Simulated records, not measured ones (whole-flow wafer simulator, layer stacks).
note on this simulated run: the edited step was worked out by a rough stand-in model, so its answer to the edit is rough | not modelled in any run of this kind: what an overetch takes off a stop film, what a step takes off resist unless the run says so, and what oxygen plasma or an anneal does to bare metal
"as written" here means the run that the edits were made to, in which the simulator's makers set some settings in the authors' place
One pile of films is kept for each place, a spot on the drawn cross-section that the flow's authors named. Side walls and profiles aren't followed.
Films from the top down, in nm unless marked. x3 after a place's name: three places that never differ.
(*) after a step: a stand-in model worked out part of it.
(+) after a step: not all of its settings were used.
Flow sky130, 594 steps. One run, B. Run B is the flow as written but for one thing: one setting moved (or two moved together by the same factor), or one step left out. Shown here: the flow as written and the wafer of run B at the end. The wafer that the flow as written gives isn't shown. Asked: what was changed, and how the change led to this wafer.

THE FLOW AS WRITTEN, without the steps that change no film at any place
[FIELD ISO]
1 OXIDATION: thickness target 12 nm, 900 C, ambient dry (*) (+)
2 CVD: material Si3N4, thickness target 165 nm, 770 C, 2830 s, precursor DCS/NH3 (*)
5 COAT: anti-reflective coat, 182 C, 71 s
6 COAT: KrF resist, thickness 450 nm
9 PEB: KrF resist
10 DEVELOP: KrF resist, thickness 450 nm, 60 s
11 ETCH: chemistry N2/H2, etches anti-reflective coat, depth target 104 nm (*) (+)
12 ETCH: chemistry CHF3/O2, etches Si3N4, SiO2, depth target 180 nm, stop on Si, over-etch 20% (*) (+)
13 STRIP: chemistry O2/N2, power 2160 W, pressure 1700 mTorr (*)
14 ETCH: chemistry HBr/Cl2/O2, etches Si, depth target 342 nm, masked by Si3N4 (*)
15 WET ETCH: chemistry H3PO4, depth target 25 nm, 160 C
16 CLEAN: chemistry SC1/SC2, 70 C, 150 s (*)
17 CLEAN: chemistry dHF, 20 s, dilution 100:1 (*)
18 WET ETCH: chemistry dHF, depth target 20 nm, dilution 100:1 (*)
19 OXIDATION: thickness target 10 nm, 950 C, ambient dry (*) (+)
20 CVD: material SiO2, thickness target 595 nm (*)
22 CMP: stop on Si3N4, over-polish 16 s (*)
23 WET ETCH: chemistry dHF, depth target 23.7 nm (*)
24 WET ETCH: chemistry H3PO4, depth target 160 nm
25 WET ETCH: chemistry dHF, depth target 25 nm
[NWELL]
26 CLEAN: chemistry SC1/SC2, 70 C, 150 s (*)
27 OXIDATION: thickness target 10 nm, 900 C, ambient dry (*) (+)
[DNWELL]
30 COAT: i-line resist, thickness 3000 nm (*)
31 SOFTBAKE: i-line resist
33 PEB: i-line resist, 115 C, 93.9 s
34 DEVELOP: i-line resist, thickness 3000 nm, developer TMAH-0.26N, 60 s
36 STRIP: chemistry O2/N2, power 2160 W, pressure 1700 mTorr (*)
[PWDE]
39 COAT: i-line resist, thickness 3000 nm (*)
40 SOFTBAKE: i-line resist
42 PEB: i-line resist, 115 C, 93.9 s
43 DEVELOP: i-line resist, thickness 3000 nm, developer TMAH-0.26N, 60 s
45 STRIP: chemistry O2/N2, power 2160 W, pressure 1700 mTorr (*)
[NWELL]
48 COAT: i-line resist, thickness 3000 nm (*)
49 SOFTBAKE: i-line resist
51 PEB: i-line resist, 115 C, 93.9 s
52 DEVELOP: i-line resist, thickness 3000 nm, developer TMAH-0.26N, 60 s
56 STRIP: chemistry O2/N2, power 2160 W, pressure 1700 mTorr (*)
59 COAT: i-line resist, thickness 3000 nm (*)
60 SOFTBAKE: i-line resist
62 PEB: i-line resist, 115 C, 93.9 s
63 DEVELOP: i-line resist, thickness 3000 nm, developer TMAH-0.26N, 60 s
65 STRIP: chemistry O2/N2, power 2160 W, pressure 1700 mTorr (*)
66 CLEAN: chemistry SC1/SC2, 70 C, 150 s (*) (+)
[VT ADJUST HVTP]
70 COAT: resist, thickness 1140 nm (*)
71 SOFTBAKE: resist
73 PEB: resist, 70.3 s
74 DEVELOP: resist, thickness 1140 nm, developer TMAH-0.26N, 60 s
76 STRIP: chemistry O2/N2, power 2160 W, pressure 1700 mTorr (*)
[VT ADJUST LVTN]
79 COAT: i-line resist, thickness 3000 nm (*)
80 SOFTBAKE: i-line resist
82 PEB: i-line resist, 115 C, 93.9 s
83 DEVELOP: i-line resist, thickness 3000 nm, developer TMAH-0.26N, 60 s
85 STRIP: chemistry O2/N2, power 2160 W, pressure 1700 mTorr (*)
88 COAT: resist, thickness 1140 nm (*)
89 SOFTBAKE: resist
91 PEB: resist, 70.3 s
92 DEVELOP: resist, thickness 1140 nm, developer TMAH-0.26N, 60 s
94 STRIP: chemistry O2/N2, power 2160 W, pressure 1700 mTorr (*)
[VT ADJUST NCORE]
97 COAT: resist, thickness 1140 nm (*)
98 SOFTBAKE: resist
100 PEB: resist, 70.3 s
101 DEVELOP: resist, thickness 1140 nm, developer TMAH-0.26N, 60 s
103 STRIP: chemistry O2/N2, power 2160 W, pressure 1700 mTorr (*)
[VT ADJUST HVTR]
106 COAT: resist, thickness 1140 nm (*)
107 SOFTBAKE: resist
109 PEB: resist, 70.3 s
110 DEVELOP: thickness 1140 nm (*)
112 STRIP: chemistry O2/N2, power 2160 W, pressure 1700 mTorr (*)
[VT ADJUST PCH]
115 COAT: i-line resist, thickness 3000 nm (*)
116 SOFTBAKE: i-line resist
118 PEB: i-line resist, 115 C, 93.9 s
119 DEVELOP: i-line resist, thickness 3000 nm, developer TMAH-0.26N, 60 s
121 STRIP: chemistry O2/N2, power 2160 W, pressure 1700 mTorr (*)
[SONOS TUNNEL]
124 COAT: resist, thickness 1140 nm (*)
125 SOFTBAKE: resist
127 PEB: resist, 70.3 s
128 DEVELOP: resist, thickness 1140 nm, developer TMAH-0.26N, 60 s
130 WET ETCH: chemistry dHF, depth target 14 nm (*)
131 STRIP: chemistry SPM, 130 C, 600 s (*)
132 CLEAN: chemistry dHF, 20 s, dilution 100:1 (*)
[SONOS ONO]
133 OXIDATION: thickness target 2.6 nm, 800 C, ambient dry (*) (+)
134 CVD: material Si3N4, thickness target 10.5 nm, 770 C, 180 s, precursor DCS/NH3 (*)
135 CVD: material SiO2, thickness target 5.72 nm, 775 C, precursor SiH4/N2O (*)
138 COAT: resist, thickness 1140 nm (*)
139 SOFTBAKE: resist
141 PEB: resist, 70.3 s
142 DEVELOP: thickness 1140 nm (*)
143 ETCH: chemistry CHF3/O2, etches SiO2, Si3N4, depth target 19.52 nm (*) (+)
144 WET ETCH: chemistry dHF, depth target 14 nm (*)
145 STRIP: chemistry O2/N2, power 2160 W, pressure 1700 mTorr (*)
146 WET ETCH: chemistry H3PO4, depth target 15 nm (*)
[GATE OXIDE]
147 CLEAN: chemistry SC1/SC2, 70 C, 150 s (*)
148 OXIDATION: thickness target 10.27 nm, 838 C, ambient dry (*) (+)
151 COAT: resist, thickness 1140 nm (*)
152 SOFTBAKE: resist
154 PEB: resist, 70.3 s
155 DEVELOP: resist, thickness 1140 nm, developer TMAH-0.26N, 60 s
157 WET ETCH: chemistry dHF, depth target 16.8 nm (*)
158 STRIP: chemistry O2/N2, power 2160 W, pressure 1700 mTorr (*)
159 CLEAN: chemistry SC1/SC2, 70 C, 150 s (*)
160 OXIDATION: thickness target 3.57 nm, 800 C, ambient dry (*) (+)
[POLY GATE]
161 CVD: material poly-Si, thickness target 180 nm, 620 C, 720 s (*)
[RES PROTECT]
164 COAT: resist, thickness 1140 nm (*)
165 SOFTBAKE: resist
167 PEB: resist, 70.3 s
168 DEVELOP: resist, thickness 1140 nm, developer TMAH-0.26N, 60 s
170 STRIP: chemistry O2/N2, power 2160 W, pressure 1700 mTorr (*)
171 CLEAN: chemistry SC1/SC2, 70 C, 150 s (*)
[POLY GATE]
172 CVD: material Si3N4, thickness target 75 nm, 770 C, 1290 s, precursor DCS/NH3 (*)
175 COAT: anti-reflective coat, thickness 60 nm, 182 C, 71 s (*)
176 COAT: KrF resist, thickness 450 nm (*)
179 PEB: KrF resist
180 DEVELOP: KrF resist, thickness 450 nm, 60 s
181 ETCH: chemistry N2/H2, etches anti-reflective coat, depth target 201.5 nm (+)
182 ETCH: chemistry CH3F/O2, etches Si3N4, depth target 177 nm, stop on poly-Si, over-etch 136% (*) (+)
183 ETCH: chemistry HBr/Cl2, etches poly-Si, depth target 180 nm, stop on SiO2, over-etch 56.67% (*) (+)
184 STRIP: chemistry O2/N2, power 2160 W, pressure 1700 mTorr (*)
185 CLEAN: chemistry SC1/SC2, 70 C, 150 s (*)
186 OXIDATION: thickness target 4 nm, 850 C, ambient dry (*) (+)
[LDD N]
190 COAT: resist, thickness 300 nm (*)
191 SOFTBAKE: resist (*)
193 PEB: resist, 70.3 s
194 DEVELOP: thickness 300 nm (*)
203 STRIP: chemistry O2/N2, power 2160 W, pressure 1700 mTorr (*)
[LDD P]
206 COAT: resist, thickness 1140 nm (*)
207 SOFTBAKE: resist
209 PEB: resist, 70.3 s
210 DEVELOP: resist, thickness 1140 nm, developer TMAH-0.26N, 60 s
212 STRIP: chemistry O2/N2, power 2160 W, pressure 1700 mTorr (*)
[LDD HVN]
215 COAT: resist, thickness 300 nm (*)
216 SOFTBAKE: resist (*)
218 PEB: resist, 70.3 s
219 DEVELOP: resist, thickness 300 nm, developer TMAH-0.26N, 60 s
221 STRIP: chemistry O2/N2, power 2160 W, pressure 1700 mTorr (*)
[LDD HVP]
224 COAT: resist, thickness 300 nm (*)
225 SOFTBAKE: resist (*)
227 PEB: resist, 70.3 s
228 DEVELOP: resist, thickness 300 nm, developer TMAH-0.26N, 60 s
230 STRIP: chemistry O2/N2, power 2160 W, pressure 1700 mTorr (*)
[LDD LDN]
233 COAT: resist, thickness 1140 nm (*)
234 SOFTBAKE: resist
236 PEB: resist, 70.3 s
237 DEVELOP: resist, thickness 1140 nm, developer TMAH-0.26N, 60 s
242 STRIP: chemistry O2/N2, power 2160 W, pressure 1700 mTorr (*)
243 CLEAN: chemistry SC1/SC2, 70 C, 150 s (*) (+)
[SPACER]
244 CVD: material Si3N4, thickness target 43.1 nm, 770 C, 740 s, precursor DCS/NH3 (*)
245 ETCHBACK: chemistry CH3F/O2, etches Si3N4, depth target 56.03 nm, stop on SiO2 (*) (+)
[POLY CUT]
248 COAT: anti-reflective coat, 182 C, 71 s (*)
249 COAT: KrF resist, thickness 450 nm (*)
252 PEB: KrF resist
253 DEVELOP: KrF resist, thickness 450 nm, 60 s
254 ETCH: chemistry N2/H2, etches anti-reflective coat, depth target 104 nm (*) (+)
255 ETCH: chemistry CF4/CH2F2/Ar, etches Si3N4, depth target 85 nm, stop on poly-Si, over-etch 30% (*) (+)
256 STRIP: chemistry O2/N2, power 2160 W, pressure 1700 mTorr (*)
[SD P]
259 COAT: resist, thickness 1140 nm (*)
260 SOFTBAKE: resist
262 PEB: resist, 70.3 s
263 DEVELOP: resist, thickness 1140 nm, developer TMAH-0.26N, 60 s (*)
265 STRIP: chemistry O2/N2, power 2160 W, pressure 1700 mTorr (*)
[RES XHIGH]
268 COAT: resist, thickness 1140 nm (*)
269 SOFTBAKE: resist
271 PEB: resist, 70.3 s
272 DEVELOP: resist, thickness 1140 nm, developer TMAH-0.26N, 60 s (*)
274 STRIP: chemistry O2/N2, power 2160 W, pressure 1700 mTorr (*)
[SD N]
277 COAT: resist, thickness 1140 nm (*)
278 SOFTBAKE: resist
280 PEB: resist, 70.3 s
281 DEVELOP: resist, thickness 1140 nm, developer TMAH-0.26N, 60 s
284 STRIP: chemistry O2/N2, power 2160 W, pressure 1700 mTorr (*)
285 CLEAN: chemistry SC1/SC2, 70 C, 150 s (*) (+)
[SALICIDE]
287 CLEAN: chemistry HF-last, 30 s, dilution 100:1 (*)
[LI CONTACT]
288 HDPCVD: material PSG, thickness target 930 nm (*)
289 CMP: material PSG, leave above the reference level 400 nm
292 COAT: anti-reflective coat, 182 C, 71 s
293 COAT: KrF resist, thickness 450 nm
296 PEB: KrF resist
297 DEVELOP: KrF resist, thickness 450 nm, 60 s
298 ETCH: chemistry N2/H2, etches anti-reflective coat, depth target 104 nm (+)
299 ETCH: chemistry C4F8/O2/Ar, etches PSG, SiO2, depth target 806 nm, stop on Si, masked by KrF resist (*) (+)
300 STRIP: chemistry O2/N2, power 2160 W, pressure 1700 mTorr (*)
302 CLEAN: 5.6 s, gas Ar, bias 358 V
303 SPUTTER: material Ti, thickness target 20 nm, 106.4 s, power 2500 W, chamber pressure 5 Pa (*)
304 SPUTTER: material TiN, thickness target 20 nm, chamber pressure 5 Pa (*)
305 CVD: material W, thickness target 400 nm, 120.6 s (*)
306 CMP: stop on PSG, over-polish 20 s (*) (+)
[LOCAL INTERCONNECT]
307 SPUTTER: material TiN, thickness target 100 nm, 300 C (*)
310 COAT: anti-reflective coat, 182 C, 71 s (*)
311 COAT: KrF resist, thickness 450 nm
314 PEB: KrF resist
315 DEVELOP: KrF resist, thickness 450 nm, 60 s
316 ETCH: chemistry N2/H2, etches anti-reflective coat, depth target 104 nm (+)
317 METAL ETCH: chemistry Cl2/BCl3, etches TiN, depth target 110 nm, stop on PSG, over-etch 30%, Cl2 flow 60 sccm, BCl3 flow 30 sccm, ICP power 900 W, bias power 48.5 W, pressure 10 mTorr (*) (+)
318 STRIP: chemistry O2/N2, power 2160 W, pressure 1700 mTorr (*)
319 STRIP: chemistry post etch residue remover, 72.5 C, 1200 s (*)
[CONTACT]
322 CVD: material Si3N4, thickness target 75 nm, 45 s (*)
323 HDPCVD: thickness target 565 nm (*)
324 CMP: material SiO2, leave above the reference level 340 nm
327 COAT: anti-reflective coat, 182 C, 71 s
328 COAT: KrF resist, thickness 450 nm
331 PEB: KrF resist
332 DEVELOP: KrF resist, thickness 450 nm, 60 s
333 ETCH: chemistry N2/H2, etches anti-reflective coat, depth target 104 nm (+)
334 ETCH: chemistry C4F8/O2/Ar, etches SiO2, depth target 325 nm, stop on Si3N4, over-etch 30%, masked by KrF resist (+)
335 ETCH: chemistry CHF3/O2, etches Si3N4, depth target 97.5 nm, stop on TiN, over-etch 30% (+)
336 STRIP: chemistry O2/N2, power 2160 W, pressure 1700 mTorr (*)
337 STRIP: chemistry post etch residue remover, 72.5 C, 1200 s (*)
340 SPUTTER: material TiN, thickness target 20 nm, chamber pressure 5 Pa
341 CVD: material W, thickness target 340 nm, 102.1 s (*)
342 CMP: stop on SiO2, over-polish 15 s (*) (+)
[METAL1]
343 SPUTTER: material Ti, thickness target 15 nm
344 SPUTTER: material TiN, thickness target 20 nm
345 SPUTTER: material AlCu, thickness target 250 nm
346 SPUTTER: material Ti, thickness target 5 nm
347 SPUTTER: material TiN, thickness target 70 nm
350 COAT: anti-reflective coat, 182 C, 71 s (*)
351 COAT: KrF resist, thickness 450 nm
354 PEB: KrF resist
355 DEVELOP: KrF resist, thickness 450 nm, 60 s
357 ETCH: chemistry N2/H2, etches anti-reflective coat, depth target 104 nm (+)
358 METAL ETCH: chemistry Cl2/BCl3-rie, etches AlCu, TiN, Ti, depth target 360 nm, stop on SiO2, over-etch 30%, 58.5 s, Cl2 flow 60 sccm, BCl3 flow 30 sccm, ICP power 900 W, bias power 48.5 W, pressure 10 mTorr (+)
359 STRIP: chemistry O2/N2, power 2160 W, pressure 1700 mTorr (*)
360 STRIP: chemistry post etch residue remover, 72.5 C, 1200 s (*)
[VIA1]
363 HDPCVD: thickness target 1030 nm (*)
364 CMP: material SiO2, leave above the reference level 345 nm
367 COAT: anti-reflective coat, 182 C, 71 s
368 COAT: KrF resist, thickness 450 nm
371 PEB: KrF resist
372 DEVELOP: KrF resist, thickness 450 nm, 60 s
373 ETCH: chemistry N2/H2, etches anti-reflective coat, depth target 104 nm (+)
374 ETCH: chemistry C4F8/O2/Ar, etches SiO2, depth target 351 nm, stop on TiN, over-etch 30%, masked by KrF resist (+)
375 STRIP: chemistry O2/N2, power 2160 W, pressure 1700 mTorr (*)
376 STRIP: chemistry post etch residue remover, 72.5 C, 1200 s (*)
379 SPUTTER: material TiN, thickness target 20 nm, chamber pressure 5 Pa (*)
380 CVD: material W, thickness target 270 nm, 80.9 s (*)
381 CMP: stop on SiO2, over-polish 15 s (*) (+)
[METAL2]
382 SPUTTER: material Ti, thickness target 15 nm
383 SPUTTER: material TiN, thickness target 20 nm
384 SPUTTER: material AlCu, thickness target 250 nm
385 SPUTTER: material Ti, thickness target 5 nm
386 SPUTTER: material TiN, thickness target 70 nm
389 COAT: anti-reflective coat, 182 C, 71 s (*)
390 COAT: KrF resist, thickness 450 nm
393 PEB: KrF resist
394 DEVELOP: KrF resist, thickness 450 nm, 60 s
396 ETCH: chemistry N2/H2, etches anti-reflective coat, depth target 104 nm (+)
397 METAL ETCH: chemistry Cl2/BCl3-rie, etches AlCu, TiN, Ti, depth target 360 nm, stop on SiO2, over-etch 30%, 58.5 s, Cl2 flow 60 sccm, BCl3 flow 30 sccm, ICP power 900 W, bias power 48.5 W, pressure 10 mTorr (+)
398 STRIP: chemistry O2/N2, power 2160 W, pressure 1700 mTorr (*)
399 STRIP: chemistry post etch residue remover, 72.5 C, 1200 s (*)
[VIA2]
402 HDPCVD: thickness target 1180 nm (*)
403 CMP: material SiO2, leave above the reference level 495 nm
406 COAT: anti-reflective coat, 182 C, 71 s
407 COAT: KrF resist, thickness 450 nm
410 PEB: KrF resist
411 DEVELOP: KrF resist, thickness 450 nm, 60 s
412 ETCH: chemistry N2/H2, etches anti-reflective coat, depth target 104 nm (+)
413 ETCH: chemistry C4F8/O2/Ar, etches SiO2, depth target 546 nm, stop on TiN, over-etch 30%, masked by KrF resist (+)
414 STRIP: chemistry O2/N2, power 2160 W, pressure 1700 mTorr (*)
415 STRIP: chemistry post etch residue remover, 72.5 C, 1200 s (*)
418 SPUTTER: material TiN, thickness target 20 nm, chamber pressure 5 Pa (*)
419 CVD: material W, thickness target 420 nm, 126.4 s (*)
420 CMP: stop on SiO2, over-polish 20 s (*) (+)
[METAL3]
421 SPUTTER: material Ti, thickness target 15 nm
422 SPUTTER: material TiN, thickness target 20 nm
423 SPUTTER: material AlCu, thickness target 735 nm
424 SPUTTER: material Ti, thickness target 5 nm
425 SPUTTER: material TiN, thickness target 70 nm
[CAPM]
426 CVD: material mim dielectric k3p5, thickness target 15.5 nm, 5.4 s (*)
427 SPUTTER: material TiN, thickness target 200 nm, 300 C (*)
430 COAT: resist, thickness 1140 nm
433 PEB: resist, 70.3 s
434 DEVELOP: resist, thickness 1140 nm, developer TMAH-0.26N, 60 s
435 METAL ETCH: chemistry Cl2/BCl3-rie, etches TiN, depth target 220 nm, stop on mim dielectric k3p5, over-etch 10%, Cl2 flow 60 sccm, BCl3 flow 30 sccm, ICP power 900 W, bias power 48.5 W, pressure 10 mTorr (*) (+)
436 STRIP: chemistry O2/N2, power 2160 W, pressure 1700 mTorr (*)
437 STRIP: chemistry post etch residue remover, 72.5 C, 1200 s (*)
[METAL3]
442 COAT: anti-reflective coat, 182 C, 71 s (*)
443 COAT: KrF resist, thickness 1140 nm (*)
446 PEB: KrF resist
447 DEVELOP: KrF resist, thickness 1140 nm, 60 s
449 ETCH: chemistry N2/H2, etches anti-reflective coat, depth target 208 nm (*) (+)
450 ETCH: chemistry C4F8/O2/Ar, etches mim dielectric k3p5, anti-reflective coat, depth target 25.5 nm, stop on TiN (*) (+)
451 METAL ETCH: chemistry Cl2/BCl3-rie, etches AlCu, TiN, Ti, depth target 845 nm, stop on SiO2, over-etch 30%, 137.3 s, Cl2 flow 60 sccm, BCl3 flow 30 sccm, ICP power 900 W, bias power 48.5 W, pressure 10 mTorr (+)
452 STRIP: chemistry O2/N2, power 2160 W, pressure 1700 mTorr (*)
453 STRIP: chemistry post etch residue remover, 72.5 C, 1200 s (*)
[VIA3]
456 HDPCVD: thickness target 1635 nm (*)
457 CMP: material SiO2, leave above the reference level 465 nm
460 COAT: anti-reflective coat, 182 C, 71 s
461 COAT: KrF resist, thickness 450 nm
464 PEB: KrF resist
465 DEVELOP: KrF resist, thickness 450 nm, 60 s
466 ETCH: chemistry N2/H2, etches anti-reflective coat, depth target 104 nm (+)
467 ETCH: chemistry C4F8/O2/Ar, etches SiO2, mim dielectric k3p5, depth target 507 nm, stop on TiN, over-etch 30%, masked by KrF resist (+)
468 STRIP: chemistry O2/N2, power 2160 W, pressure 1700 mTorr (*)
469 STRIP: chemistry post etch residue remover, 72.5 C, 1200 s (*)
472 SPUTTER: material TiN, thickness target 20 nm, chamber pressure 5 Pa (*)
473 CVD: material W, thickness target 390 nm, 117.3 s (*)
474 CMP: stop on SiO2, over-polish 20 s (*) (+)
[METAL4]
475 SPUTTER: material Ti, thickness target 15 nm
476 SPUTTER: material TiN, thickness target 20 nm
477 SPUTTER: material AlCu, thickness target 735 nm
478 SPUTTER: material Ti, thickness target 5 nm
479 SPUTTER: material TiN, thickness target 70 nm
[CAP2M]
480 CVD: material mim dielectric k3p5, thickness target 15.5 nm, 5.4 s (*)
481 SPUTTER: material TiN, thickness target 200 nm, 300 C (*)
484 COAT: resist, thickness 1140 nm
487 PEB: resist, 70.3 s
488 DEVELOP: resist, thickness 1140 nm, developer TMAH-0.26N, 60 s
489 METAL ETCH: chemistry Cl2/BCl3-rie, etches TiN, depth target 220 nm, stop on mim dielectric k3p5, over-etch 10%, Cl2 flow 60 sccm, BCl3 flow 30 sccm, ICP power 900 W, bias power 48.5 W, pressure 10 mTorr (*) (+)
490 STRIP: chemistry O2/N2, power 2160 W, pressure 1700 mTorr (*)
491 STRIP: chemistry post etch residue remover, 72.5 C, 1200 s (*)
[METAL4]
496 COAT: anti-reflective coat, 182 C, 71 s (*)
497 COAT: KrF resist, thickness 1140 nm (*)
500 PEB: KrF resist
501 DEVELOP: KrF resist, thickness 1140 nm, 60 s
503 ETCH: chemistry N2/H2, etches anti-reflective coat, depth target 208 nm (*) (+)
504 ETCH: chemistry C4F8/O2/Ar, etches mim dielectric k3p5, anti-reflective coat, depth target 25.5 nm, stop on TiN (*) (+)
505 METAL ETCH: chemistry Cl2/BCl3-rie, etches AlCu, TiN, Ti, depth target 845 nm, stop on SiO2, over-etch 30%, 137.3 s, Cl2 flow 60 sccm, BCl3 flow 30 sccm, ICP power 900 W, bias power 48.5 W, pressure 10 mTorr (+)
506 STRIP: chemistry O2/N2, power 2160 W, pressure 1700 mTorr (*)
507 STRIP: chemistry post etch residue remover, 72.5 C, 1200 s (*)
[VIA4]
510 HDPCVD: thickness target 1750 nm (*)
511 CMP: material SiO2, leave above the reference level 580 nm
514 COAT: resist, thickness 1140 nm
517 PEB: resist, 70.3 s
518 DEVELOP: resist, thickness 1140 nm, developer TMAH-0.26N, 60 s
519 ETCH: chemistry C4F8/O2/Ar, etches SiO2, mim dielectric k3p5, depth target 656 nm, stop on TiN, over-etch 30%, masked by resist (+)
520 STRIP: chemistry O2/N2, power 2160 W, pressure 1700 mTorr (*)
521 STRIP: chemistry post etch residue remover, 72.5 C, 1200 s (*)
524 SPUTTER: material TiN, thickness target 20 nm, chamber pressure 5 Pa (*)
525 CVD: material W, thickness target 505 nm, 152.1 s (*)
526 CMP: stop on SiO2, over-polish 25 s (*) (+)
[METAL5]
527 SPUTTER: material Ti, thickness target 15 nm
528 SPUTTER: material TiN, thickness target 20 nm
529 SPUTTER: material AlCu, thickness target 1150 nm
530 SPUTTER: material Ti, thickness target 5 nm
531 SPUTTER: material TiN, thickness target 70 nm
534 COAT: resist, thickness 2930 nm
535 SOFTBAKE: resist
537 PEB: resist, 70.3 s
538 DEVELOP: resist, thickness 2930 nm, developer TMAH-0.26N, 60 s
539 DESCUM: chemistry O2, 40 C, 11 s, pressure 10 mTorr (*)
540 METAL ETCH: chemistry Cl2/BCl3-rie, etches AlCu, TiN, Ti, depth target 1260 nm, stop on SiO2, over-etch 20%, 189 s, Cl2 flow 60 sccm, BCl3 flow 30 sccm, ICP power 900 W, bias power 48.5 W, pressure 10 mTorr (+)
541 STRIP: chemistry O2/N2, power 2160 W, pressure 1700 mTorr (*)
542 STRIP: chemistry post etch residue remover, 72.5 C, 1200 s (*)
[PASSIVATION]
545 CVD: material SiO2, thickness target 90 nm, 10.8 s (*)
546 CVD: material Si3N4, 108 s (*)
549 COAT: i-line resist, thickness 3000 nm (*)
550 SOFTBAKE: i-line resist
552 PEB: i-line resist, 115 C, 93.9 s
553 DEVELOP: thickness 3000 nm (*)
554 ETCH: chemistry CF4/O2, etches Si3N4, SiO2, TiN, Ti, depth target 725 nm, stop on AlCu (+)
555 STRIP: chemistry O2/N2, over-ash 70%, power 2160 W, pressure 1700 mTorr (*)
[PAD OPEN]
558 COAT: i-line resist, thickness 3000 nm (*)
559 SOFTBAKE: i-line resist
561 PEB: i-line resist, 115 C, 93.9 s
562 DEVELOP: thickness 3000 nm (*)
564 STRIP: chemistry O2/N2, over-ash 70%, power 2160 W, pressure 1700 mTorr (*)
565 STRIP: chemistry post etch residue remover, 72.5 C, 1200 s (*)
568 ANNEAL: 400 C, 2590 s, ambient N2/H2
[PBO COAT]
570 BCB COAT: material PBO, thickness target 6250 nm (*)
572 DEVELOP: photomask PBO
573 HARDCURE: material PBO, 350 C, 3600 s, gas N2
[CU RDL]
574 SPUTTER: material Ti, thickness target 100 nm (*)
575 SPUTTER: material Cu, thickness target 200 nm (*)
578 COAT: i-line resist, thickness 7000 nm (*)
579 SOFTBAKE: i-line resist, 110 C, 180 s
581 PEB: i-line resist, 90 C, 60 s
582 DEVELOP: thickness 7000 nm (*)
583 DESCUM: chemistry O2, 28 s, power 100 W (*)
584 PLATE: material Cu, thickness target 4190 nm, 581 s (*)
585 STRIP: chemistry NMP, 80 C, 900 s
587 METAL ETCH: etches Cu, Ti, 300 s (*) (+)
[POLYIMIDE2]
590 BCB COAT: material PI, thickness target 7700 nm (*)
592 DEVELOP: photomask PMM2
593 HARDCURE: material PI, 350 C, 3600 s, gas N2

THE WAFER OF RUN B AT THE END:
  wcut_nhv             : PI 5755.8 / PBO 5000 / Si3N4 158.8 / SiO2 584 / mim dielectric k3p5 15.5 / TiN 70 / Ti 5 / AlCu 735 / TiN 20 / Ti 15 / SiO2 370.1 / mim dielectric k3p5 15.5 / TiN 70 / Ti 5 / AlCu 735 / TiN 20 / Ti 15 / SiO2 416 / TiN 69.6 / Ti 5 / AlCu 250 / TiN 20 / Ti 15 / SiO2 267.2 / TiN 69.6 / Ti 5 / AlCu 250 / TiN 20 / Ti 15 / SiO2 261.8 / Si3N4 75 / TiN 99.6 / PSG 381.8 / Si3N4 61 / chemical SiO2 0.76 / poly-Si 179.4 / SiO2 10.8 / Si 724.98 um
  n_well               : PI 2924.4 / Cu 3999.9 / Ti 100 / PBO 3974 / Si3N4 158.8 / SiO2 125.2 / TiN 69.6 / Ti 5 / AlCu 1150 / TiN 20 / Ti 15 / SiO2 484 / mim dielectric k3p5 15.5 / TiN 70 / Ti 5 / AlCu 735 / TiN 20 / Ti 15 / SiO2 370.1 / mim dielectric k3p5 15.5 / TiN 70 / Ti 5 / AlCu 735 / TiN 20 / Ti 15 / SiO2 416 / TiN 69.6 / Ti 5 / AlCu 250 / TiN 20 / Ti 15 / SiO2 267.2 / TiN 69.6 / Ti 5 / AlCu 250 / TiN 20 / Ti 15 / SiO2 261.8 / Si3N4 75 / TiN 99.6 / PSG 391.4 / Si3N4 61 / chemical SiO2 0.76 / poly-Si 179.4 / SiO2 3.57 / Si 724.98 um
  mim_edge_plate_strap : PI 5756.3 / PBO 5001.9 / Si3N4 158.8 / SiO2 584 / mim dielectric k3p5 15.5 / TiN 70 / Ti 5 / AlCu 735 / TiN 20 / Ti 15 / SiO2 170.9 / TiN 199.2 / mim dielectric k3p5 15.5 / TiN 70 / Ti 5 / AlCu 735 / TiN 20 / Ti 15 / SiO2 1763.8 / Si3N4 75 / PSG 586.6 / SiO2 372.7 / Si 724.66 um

The cause: step 590, BCB COAT: thickness target 8855 nm was run, where the flow has thickness target 7700 nm.

How the change led to this, step by step:
  590 BCB COAT: material PI, thickness target 7700 nm (*)
      dice_street, wcut_nhv, wcut_phv and 14 more: PI +8855 (new film) (as written it would be: PI +7700 (new film))
      gate_len, gate_lvt_sd_len, gate_p_sd_len, gate_p_hvt_sd_len, gate_p_lvt_sd_len, gate_len_250: PI +8857.6 (new film) (as written it would be: PI +7702.6 (new film))
      (and at 170 more places)
  592 DEVELOP: photomask PMM2
      pad: PI -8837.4 (all of it) (as written it would be: PI -7682.4 (all of it))
  593 HARDCURE: material PI, 350 C, 3600 s, gas N2
      dice_street, wcut_nhv, wcut_phv and 17 more: PI -3099.2 (as written it would be: PI -2695)
      gate_p_lg05, gate_p_lg10, gate_len, gate_lvt_sd_len, gate_p_sd_len, gate_p_hvt_sd_len, gate_p_lvt_sd_len, gate_len_250: PI -3099.3 (as written it would be: PI -2695)
      (and at 164 more places)
